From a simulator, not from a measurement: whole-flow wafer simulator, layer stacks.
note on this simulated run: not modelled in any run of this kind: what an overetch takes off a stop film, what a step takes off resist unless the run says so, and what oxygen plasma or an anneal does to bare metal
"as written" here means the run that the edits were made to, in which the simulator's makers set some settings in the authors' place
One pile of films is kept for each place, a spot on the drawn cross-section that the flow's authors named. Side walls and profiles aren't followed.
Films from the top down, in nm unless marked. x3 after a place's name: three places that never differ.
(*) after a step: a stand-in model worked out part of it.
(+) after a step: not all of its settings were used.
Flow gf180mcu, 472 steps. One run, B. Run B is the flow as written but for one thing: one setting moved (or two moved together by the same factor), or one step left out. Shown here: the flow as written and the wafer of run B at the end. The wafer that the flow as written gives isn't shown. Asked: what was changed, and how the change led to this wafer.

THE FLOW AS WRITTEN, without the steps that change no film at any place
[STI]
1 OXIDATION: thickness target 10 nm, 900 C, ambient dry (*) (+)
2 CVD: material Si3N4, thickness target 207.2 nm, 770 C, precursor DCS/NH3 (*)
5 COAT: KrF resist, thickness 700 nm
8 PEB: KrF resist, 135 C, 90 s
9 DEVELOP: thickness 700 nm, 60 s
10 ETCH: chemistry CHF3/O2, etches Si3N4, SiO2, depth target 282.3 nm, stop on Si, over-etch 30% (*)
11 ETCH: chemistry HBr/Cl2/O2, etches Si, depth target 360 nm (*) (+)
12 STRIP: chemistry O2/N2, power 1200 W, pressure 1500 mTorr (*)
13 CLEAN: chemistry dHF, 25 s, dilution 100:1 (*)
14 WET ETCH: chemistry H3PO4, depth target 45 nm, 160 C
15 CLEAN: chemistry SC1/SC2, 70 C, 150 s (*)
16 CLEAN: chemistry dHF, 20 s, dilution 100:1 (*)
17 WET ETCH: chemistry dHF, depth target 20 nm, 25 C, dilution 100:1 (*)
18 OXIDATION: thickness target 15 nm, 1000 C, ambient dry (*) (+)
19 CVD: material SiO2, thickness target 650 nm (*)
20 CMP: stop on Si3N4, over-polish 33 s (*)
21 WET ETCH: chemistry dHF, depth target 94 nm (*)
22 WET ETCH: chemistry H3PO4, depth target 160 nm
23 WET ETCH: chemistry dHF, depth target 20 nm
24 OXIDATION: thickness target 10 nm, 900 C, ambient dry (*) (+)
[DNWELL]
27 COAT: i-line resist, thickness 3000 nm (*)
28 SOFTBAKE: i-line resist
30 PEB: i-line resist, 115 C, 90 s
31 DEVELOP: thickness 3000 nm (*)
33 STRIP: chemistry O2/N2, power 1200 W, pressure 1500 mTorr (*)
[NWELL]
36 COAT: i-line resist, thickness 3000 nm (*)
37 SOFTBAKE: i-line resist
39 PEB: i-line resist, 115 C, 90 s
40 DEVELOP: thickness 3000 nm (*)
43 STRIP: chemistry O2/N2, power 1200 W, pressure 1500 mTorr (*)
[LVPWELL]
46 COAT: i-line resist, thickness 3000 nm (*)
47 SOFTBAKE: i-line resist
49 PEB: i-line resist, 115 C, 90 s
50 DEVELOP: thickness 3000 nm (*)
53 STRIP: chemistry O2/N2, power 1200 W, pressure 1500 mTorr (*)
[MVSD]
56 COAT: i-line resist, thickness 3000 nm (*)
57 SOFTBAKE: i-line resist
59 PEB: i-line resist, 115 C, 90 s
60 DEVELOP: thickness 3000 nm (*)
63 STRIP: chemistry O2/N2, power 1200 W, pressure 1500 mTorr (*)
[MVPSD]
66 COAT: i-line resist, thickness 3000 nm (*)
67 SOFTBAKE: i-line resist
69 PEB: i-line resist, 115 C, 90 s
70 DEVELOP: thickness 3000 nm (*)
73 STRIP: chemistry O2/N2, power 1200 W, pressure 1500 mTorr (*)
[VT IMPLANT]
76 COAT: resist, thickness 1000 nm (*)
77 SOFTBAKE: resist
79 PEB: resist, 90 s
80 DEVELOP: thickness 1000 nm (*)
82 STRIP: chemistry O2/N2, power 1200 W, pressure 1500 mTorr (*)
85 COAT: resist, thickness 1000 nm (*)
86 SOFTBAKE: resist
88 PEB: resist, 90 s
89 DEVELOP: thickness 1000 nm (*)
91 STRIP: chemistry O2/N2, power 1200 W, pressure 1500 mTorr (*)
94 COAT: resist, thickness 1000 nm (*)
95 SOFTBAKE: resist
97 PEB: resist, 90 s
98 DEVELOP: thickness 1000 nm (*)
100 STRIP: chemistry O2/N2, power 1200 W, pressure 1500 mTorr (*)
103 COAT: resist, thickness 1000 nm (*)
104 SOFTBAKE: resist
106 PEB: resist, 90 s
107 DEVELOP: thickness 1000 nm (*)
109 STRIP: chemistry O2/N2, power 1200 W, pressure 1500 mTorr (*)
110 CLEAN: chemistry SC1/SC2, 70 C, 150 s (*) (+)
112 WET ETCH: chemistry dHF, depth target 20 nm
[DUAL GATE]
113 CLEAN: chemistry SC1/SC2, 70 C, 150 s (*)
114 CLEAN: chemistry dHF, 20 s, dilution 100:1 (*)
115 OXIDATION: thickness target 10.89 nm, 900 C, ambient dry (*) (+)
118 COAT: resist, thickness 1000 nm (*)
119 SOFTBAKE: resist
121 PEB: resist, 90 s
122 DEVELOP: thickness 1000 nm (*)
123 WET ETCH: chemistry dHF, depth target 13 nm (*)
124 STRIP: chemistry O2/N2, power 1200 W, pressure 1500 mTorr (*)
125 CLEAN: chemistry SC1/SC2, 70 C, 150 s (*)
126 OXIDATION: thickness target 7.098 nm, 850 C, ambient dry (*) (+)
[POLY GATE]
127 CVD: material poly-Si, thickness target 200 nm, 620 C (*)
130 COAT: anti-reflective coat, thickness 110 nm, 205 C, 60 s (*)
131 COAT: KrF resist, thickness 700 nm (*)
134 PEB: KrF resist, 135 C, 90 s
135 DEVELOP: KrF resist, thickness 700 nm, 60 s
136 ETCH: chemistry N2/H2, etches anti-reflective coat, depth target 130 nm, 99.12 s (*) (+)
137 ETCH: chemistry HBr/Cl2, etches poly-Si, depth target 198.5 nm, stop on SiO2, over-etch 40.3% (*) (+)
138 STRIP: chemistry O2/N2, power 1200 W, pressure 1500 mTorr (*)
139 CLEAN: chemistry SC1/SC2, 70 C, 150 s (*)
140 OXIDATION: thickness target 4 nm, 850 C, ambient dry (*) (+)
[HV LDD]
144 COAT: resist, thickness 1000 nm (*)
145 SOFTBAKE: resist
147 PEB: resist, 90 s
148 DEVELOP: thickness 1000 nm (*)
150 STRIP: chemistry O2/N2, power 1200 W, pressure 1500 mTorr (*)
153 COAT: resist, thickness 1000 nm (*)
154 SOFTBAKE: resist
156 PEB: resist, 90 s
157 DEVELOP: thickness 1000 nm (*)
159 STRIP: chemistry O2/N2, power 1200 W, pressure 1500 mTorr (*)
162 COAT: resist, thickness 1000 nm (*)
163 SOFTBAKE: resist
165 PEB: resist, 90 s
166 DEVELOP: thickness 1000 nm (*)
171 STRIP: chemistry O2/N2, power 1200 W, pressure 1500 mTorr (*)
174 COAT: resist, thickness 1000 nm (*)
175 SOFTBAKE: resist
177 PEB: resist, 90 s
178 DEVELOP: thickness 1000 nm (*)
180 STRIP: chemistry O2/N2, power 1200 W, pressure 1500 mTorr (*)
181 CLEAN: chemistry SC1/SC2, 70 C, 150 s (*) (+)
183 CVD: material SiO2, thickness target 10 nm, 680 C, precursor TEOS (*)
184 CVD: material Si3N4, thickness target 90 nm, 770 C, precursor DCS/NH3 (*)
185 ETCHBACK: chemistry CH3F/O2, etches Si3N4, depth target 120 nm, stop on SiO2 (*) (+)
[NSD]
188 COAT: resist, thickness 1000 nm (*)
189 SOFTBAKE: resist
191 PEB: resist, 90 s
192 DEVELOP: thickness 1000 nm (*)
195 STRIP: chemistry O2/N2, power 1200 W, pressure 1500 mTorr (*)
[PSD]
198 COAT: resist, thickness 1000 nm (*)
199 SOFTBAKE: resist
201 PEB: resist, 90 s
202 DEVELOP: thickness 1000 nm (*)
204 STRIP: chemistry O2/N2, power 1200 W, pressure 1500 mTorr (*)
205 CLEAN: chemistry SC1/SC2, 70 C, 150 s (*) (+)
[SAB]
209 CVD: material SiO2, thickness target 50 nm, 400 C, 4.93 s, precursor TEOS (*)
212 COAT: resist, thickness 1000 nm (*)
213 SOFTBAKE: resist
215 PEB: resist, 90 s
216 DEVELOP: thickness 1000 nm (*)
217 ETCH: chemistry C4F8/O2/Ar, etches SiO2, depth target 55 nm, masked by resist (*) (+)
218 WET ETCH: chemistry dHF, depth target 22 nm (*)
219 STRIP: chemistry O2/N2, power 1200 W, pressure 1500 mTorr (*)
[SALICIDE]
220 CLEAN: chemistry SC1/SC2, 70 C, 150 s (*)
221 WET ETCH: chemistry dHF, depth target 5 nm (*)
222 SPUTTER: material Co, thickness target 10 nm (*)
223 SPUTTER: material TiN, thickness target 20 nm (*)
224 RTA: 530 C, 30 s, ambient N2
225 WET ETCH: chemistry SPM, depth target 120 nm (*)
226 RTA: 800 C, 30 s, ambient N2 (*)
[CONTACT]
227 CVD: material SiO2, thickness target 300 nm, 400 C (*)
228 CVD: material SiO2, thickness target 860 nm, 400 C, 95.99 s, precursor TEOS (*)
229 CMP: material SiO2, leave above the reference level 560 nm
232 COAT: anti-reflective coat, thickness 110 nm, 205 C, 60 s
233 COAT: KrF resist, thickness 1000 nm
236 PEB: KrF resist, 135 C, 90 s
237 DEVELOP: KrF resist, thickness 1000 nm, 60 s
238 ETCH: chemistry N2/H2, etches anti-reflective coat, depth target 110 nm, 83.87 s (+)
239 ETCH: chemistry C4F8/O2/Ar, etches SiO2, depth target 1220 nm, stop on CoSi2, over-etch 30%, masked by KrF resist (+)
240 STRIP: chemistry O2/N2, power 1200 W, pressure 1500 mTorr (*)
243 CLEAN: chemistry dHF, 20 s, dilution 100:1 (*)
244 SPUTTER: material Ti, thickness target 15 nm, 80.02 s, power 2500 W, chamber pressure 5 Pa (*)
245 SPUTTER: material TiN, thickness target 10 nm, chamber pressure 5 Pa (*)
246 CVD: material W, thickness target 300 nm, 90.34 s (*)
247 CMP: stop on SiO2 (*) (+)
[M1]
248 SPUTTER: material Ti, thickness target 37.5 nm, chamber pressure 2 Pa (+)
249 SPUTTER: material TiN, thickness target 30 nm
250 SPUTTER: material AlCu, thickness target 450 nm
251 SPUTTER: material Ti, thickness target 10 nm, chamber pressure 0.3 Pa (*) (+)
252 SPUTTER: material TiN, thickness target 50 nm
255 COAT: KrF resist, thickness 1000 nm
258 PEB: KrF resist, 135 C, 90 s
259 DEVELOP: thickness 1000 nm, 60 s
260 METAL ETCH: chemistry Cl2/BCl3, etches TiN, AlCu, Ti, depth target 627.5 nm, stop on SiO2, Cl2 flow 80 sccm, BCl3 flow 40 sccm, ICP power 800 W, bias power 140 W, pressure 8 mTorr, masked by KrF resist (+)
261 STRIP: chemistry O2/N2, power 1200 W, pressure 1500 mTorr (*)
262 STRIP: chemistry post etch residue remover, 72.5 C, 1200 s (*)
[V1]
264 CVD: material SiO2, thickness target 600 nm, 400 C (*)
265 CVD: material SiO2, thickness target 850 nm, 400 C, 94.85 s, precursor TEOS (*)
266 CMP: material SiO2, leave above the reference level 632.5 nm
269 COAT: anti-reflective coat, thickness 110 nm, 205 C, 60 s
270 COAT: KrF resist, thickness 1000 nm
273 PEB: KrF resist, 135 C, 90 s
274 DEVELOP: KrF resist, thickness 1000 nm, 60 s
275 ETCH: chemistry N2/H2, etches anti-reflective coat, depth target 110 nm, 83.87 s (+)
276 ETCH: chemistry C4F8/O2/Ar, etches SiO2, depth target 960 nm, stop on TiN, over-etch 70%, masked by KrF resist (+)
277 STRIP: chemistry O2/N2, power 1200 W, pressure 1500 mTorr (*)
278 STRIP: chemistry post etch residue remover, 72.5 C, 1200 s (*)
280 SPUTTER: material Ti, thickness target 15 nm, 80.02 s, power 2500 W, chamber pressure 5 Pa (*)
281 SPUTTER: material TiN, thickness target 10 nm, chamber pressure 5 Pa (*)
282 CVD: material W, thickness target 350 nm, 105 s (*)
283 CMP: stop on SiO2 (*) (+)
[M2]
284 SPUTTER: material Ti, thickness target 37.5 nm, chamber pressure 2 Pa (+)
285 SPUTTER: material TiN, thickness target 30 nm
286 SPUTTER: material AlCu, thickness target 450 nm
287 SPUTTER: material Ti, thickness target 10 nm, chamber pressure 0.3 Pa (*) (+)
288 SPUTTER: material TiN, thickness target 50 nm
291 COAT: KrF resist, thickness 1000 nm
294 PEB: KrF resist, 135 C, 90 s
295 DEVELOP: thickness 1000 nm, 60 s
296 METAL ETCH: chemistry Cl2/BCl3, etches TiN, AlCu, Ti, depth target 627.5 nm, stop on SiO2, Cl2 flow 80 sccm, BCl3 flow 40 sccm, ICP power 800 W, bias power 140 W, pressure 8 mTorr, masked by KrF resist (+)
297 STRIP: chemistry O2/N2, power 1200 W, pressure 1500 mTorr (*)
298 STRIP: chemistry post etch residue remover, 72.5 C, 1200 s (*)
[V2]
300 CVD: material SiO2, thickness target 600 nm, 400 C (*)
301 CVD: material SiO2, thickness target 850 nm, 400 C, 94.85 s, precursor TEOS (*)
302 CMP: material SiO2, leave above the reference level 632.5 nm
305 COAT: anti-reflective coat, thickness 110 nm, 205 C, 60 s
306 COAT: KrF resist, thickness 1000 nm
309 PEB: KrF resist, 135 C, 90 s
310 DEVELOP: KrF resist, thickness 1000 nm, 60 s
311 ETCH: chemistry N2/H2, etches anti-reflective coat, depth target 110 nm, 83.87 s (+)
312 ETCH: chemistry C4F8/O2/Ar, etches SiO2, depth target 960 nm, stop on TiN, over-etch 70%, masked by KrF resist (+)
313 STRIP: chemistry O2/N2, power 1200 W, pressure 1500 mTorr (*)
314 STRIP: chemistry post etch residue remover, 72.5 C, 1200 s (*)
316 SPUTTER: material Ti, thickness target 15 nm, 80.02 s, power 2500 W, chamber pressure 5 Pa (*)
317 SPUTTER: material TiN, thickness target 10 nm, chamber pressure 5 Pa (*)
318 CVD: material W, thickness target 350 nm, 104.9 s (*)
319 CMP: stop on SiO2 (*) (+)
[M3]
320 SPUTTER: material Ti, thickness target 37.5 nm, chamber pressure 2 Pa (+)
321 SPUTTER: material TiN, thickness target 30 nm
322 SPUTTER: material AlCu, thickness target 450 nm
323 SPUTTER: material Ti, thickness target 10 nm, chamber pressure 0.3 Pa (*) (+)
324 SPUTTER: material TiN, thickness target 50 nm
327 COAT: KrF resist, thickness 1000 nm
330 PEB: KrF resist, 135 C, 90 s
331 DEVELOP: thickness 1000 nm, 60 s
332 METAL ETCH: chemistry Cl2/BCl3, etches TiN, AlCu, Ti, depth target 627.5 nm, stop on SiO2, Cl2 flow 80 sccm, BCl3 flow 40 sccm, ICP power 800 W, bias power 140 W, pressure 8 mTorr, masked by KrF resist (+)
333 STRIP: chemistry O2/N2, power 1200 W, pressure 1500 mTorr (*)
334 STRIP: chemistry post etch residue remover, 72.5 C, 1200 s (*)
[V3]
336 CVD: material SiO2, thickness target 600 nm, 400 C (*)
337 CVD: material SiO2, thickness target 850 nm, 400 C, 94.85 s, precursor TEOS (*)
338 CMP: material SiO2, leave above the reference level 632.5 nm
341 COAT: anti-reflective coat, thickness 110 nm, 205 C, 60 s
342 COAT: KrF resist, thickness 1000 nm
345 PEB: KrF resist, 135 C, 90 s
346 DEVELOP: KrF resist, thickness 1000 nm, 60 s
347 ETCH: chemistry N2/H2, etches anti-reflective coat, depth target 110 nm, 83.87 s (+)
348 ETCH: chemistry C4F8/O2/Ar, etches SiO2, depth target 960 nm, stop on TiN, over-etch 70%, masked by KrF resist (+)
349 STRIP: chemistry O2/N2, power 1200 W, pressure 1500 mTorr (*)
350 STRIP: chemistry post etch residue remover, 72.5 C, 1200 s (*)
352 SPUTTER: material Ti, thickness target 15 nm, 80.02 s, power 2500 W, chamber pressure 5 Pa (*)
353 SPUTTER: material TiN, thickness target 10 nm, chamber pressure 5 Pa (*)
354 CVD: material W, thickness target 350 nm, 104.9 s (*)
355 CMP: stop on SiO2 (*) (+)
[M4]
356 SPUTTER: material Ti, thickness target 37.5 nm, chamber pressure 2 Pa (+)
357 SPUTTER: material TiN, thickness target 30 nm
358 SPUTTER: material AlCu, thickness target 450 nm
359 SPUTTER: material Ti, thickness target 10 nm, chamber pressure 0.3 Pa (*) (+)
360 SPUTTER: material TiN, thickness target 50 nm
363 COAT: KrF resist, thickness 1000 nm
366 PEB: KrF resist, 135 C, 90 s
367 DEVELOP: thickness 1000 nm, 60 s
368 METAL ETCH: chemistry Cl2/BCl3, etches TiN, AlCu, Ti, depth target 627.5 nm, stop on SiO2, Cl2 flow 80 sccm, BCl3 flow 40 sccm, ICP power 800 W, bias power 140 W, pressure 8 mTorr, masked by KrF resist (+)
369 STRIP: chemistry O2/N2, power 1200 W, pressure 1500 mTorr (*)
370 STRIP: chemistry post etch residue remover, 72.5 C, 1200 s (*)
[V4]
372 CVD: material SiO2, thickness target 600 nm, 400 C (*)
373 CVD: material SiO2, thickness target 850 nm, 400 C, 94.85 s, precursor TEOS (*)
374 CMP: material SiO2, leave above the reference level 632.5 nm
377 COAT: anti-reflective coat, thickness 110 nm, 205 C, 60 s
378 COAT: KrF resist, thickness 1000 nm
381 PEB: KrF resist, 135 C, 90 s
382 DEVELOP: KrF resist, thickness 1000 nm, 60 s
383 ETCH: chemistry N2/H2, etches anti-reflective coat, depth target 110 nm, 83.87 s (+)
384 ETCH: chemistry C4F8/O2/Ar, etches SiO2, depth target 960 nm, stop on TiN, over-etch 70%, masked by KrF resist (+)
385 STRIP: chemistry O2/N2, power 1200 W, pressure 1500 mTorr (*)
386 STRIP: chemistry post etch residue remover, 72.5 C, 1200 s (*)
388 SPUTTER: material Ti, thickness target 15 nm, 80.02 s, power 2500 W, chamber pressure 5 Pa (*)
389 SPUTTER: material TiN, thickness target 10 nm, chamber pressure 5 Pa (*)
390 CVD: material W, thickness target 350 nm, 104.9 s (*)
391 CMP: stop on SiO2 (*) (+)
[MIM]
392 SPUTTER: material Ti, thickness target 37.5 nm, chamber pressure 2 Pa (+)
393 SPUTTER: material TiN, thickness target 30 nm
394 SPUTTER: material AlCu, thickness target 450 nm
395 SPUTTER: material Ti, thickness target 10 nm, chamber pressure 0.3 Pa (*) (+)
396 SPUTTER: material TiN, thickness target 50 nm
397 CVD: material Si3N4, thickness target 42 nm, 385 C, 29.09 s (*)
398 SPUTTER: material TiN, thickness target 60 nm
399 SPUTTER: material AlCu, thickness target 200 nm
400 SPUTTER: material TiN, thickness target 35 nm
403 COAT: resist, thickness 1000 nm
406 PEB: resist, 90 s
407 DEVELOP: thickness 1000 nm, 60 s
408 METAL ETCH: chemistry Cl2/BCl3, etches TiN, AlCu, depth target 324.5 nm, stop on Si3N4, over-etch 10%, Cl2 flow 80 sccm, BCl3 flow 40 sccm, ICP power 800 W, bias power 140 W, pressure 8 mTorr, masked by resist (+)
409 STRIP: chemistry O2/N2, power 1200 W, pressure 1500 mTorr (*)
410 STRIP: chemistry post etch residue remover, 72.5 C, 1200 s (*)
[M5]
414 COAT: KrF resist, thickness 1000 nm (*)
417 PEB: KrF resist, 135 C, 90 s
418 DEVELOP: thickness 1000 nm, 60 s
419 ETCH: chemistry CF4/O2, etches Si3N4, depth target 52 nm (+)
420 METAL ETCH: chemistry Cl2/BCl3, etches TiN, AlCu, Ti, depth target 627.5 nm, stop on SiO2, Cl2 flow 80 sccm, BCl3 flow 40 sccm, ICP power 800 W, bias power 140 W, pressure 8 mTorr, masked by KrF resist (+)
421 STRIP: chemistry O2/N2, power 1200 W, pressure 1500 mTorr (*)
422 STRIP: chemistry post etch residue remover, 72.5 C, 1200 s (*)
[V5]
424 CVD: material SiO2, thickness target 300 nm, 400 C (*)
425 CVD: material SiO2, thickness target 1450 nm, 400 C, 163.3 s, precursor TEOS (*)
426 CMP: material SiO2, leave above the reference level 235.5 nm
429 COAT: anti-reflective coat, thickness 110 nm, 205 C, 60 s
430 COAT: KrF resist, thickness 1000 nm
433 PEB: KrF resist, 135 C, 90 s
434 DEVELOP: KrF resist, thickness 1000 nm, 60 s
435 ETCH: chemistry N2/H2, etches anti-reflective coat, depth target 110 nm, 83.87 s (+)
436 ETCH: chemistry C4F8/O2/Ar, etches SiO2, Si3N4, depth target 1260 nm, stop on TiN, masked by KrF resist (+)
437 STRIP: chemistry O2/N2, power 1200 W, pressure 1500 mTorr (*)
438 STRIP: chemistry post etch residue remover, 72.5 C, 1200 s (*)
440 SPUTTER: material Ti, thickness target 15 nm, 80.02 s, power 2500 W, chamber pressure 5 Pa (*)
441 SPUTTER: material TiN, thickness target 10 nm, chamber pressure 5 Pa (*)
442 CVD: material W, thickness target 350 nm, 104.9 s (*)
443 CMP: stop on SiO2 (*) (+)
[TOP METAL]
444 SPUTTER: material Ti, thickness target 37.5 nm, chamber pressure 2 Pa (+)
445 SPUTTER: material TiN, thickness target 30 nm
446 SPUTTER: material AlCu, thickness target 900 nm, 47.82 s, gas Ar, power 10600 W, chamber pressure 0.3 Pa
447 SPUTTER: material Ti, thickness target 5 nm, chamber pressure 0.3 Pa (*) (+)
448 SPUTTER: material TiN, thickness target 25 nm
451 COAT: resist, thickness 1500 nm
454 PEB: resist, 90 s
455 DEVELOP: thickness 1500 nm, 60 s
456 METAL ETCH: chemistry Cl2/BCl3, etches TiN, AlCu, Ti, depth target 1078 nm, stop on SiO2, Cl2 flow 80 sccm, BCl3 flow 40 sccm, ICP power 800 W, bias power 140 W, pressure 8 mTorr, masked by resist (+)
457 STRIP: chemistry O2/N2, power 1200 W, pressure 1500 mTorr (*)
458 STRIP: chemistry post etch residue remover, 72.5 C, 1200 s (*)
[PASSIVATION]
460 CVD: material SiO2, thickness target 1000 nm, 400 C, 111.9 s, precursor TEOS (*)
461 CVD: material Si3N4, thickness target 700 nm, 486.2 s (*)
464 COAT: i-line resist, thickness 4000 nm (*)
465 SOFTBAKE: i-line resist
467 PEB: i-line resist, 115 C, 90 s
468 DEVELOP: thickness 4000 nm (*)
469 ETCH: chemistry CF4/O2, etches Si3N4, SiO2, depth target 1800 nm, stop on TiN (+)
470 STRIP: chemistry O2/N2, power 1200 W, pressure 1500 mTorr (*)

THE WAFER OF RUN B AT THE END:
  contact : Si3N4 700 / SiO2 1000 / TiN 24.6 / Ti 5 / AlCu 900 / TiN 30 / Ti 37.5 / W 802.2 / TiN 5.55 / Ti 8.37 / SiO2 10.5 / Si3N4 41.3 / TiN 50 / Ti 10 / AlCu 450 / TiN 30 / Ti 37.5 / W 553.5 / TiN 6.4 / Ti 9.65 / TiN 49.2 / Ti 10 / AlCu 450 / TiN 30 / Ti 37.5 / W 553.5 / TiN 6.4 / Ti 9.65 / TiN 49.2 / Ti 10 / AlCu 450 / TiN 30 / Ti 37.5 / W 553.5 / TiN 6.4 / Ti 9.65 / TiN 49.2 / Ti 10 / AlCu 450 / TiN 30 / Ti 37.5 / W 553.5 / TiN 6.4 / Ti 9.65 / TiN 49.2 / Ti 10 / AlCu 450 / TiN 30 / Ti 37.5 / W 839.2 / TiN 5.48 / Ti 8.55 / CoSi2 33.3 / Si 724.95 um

The cause: step 436, ETCH: depth target 819 nm was run, where the flow has depth target 1260 nm.

How the change led to this, step by step:
  436 ETCH: chemistry C4F8/O2/Ar, etches SiO2, Si3N4, depth target 1260 nm, stop on TiN, masked by KrF resist (+)
      contact: SiO2 -819 (as written it would be: SiO2 -829.5 (all of it), Si3N4 -41.3 (all of it))
      field, field__w1, field__w2 and 108 more: KrF resist -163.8 (as written it would be: KrF resist -252)
  437 STRIP: chemistry O2/N2, power 1200 W, pressure 1500 mTorr (*)
      field, field__w1, field__w2 and 108 more: KrF resist -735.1 (all of it), anti-reflective coat -110 (all of it) (as written it would be: KrF resist -646.9 (all of it), anti-reflective coat -110 (all of it))
  442 CVD: material W, thickness target 350 nm, 104.9 s (*)
      contact: W +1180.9 (new film) (as written it would be: W +1233.6 (new film))
Counting metal films that touch as one body, contact has 2 bodies (between them, from the top down: SiO2 10.5 / Si3N4 41.3); the flow as written gives 1 body.
